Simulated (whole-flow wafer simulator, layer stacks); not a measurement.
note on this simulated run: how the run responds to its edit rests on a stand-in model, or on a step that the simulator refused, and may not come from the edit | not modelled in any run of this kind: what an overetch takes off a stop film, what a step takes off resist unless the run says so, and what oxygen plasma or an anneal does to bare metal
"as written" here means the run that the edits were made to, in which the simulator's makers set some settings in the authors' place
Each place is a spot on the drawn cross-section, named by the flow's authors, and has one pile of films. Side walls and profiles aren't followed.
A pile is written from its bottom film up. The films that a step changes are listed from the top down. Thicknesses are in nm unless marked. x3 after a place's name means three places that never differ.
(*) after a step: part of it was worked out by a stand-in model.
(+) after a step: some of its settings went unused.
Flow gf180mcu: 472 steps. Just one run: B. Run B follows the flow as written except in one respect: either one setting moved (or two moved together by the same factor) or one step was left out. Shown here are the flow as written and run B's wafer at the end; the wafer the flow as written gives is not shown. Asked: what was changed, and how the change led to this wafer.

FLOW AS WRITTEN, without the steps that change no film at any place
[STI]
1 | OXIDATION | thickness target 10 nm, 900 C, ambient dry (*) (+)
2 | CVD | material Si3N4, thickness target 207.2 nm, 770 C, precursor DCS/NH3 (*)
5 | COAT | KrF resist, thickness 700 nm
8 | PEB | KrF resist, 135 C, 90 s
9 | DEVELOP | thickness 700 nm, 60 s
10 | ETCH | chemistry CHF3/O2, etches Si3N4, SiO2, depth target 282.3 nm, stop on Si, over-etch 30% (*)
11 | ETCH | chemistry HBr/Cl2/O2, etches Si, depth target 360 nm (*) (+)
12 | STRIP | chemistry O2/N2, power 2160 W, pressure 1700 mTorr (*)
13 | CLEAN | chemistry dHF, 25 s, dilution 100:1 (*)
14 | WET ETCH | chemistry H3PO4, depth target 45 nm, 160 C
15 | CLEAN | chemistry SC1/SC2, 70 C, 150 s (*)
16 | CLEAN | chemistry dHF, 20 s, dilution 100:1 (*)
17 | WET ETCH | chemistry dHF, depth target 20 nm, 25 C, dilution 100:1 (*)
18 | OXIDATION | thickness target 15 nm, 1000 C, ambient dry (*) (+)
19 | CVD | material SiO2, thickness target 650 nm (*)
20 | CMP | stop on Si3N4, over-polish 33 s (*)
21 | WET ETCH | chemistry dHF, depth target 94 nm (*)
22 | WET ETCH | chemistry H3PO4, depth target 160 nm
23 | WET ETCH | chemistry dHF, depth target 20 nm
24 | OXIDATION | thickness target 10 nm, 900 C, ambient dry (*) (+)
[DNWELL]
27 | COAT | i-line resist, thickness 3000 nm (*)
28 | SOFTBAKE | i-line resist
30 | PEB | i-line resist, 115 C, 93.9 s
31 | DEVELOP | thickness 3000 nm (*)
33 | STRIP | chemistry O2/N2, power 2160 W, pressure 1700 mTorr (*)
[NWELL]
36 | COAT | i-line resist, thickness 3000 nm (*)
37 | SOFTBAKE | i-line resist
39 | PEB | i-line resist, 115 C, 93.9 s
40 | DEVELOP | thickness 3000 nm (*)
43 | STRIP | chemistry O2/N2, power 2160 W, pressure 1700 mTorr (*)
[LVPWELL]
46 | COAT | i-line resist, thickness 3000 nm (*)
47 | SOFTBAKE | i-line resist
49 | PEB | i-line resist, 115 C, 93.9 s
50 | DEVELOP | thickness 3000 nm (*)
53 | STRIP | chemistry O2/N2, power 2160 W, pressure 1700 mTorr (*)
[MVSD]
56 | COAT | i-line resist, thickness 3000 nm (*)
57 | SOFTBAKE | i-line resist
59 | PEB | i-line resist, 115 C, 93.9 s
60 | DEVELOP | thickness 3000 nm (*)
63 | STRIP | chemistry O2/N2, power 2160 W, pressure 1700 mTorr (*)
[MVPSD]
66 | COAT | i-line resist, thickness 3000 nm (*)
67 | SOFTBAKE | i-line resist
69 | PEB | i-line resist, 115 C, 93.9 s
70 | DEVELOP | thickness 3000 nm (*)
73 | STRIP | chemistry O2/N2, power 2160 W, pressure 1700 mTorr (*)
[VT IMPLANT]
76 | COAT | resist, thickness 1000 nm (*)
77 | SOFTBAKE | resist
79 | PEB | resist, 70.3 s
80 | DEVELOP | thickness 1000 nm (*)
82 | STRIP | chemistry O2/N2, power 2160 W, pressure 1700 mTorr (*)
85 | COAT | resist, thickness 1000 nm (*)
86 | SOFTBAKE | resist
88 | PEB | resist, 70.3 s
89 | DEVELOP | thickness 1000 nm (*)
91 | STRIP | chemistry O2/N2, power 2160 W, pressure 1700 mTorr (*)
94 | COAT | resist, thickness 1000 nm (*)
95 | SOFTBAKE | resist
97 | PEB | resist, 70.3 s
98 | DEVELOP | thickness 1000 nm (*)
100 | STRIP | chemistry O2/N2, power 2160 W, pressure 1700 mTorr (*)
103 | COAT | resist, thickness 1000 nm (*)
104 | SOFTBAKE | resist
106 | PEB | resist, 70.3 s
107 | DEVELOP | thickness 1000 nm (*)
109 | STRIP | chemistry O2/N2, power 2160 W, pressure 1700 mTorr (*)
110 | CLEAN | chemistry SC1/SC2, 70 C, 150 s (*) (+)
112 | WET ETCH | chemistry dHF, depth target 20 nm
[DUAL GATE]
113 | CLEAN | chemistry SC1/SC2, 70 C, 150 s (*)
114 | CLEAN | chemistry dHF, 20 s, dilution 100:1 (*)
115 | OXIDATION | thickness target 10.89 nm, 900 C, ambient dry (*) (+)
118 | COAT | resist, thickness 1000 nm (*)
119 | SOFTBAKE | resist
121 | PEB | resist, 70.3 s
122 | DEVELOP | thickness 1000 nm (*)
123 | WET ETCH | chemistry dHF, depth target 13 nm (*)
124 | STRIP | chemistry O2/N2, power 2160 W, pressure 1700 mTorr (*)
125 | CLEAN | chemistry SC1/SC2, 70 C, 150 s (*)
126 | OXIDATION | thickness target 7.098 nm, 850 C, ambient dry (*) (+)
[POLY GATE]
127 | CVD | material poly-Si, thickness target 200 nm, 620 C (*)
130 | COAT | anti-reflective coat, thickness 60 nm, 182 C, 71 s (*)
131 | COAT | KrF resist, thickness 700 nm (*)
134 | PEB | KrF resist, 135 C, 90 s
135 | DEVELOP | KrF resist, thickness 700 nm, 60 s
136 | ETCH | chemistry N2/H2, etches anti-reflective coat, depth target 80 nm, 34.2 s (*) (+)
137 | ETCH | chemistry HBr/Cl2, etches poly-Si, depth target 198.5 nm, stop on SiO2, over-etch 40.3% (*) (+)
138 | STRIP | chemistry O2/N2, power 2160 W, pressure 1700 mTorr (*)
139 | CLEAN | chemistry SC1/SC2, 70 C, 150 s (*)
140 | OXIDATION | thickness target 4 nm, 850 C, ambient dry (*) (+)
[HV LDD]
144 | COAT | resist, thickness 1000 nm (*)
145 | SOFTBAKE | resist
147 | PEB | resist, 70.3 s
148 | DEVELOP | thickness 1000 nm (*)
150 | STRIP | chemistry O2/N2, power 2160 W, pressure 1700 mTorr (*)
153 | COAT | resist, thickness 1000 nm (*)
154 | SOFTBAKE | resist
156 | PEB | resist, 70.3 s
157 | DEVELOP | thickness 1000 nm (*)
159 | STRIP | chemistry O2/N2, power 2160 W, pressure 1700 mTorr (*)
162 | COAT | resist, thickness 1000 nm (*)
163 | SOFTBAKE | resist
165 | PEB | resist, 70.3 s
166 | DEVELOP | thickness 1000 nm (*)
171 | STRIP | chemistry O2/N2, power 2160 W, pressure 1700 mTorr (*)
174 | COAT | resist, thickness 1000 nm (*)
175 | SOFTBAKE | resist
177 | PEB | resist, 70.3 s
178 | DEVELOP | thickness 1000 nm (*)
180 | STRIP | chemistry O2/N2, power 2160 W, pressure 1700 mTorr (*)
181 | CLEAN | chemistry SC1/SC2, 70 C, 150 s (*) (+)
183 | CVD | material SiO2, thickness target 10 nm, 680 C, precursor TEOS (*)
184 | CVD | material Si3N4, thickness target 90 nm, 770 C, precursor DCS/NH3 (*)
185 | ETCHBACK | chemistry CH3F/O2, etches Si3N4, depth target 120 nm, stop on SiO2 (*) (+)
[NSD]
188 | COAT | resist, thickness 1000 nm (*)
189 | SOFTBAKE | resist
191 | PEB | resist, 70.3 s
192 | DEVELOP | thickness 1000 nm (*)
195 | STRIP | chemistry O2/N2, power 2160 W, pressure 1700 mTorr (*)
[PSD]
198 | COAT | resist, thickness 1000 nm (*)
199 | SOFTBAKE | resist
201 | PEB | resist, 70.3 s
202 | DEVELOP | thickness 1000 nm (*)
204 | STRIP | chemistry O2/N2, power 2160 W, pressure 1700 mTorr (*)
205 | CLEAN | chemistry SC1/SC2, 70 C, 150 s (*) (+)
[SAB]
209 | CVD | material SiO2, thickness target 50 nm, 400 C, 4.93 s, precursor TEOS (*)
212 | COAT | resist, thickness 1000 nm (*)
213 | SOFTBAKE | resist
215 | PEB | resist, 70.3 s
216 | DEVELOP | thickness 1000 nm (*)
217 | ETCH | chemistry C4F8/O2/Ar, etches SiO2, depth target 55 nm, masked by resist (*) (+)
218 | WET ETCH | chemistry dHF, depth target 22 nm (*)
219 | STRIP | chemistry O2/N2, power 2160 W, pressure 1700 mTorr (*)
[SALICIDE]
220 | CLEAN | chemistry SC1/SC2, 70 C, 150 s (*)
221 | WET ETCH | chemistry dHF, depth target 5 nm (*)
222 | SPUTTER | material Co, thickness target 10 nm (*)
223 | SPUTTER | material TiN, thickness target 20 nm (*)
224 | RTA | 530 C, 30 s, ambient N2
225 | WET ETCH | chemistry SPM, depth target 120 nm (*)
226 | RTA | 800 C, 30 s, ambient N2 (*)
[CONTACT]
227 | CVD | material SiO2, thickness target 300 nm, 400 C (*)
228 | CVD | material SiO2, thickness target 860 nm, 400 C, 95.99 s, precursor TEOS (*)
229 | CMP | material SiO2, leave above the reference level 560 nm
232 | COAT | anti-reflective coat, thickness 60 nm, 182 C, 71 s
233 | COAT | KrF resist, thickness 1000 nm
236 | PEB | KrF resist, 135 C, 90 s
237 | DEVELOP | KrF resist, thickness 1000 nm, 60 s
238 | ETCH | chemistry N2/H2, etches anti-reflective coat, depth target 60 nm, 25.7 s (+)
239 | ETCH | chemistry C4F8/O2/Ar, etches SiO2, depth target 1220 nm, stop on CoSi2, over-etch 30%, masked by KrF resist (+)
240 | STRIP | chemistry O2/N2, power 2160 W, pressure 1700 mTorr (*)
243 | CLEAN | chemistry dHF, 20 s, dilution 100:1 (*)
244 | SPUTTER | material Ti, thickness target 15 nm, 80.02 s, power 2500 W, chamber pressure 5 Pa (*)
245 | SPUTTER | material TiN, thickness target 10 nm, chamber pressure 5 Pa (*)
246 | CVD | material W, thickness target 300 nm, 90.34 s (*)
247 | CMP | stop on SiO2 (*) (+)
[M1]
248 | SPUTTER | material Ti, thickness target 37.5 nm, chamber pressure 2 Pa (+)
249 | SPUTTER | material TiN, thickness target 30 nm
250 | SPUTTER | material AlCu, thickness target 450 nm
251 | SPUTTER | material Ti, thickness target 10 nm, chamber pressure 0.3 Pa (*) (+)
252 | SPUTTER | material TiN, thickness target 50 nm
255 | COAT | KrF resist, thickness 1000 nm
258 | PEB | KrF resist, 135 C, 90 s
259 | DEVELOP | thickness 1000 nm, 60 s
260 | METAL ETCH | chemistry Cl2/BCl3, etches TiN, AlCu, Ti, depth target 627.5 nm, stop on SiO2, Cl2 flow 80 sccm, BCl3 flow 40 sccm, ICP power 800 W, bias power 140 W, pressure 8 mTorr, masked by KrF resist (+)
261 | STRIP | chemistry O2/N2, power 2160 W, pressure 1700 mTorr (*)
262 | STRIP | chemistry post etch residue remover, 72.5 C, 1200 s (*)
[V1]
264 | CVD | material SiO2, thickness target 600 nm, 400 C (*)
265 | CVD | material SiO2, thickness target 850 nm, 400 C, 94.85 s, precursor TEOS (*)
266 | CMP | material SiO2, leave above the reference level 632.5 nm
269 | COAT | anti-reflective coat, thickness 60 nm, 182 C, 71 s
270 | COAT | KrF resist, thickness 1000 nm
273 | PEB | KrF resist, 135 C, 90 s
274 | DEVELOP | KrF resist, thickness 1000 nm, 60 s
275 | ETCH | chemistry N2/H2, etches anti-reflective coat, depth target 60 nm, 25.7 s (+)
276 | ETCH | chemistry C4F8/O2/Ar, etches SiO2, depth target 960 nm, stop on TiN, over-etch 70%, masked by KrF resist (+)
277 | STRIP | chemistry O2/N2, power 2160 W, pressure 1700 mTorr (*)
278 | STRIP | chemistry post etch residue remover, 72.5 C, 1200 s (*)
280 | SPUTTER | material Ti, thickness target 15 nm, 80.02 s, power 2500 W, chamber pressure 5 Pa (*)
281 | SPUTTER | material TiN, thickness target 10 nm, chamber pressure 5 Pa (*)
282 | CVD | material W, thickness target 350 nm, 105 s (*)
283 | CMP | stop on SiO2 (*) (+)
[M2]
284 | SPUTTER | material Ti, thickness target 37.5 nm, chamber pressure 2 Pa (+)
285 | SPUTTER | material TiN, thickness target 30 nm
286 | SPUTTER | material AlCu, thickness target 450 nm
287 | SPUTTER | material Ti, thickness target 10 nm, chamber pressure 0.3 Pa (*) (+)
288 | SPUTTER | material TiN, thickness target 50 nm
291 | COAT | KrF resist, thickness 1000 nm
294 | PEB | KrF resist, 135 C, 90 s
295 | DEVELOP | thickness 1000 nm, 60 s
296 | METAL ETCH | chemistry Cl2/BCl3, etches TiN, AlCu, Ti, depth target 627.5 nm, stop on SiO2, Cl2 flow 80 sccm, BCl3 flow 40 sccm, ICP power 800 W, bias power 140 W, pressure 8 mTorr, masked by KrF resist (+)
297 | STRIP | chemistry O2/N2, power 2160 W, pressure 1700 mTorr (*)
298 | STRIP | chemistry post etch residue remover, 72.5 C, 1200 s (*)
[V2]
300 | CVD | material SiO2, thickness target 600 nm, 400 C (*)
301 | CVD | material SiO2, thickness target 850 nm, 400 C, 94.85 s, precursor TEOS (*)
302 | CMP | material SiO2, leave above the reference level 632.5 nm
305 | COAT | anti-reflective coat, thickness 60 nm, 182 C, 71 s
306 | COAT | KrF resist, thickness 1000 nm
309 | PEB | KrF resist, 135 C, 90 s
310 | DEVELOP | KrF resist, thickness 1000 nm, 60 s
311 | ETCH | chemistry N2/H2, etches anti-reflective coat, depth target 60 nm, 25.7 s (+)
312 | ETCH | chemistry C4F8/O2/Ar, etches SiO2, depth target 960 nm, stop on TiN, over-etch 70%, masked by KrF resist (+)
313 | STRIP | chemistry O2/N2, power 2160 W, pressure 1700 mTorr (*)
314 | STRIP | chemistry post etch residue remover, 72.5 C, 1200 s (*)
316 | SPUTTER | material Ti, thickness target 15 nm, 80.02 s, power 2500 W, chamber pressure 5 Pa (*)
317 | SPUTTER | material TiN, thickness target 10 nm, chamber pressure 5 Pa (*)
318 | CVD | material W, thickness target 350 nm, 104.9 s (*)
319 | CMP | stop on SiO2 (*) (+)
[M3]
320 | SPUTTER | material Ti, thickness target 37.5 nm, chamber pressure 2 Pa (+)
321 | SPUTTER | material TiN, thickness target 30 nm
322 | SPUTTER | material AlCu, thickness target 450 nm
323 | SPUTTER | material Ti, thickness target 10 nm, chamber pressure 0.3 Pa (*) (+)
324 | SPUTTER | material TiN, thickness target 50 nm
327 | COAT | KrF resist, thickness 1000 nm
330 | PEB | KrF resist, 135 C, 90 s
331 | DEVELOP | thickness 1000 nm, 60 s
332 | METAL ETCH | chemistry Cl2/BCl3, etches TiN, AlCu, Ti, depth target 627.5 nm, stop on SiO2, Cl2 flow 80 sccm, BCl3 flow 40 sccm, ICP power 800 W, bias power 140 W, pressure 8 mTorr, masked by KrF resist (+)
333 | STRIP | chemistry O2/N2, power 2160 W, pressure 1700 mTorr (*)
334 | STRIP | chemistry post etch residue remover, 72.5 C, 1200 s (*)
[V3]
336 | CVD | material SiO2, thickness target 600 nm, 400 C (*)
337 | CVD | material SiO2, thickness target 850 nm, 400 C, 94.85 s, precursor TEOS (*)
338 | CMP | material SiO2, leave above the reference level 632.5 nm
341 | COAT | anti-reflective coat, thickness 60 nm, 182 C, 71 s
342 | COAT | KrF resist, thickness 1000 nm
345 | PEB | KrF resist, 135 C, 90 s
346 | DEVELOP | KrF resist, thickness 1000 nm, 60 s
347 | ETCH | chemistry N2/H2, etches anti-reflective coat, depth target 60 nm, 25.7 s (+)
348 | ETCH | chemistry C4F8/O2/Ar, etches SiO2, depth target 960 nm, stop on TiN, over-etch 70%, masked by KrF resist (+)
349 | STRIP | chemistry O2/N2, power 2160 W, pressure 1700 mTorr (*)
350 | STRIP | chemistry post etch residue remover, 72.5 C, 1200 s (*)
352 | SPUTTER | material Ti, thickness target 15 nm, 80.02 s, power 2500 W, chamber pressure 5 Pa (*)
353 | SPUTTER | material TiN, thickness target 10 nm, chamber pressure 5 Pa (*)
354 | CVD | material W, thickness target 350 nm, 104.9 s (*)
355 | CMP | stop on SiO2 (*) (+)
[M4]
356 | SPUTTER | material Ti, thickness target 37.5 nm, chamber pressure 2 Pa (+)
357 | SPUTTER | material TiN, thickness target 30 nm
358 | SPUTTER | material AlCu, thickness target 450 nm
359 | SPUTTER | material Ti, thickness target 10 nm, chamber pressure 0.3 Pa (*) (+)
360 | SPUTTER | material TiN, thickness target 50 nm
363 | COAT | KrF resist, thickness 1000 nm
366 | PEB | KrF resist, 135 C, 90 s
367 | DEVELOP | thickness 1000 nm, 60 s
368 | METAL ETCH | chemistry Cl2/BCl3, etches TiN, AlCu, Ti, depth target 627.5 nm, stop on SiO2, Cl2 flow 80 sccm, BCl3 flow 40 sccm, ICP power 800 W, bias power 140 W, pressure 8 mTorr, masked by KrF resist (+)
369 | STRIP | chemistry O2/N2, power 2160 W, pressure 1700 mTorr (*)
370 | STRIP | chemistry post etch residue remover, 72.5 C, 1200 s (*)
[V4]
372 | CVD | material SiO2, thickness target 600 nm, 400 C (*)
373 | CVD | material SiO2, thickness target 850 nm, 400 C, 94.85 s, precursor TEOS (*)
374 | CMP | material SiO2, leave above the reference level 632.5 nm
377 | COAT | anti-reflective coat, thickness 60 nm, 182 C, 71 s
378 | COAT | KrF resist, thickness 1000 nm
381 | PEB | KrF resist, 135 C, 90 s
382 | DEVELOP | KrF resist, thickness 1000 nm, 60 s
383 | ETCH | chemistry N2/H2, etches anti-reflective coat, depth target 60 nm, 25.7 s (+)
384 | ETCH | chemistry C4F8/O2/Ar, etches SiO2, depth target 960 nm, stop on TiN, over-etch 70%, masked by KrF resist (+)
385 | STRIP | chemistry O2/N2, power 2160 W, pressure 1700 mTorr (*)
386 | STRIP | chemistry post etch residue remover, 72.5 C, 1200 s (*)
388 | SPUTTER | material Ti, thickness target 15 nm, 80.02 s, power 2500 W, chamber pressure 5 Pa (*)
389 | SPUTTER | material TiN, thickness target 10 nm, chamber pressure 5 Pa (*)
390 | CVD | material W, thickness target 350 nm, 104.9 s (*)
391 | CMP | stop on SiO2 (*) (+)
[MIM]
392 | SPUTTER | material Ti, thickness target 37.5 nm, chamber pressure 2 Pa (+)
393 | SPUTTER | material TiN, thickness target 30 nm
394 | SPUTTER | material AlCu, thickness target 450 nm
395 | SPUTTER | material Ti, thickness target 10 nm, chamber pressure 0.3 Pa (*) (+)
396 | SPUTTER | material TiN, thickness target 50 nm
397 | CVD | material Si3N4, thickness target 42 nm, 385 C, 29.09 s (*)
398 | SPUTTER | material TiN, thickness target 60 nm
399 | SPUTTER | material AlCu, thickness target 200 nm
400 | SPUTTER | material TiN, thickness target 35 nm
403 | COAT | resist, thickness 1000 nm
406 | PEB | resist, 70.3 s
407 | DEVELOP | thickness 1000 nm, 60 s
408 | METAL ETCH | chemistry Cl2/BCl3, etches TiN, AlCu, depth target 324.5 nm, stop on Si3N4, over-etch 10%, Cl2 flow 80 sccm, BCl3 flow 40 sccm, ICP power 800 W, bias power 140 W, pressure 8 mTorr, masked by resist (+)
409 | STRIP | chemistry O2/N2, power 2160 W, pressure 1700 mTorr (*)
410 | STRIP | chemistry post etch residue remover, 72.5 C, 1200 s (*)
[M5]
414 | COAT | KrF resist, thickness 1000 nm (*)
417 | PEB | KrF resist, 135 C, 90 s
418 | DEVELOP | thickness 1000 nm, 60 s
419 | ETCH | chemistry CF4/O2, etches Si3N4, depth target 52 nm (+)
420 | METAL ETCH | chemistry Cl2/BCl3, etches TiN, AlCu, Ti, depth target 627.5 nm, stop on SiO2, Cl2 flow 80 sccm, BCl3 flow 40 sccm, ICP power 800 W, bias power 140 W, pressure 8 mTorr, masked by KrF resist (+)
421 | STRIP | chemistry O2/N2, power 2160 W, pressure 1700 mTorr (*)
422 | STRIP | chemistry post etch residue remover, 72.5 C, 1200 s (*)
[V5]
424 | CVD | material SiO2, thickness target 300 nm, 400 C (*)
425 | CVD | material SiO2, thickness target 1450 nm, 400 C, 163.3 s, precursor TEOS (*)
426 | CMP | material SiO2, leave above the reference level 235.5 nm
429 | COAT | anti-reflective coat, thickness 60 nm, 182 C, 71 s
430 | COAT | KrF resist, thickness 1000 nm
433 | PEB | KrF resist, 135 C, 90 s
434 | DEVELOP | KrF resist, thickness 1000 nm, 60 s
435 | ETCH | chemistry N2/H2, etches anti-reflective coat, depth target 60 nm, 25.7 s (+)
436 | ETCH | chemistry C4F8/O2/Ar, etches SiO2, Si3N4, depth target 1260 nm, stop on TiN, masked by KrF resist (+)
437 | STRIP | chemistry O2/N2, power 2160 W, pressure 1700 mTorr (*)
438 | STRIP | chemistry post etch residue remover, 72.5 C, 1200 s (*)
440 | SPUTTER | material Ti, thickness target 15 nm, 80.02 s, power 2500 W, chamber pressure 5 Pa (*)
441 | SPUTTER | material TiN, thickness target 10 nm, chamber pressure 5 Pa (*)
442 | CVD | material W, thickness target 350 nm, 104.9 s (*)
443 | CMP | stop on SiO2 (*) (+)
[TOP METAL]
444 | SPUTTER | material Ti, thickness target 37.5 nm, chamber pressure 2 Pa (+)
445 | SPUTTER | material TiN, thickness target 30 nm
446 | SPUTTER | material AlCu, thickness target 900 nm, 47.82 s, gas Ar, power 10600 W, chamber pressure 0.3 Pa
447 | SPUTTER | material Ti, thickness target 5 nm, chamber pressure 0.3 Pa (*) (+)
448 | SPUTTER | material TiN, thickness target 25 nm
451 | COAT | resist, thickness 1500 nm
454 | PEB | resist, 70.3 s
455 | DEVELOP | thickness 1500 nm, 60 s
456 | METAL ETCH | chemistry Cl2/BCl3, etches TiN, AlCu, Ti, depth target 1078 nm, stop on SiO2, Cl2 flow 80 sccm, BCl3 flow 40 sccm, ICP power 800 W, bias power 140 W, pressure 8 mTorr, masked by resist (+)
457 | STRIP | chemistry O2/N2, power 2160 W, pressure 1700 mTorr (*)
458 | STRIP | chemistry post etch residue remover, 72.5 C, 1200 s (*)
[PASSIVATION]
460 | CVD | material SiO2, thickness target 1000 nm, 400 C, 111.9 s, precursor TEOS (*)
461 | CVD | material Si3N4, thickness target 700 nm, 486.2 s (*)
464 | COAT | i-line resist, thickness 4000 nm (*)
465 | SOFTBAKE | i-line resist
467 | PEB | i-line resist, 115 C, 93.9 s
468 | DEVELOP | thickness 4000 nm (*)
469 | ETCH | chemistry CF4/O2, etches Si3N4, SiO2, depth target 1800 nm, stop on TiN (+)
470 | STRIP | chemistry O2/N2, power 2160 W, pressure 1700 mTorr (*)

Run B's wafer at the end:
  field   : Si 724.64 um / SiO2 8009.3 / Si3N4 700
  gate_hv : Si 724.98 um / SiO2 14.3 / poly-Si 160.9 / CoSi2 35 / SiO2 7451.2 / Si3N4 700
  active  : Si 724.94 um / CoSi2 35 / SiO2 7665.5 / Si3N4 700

What caused this: step 229, CMP: leave above the reference level 342 nm was run, while the flow as written has leave above the reference level 560 nm.

Step by step, how the change led to this:
  229 | CMP | material SiO2, leave above the reference level 560 nm
      gate_hv, gate_nat, ld_gate_n and 11 more: SiO2 loses 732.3 (in the flow as written it would be: SiO2 loses 514.3)
      ldn_sep__w1, ldn_sep__w2, ldn_dft and 8 more: SiO2 loses 529 (in the flow as written it would be: SiO2 loses 311)
      (as well as at 86 more places)
  239 | ETCH | chemistry C4F8/O2/Ar, etches SiO2, depth target 1220 nm, stop on CoSi2, over-etch 30%, masked by KrF resist (+)
      field, field__w1, field__w2 and 105 more: KrF resist loses 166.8 (in the flow as written it would be: KrF resist loses 223.5)
      polyc_n, polyc_p: SiO2 loses 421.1 (all of it) (in the flow as written it would be: SiO2 loses 639.1 (all of it))
      (as well as at 1 more place)
  240 | STRIP | chemistry O2/N2, power 2160 W, pressure 1700 mTorr (*)
      field, field__w1, field__w2 and 105 more: KrF resist loses 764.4 (all of it), anti-reflective coat loses 60 (all of it) (in the flow as written it would be: KrF resist loses 707.7 (all of it), anti-reflective coat loses 60 (all of it))
  244 | SPUTTER | material Ti, thickness target 15 nm, 80.02 s, power 2500 W, chamber pressure 5 Pa (*)
      contact: Ti gains 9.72 (new film) (in the flow as written it would be: Ti gains 8.55 (new film))
  245 | SPUTTER | material TiN, thickness target 10 nm, chamber pressure 5 Pa (*)
      contact: TiN gains 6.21 (new film) (in the flow as written it would be: TiN gains 5.48 (new film))
  246 | CVD | material W, thickness target 300 nm, 90.34 s (*)
      polyc_n, polyc_p: W gains 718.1 (new film) (in the flow as written it would be: W gains 936.1 (new film))
      contact: W gains 947.6 (new film) (in the flow as written it would be: W gains 1167.5 (new film))
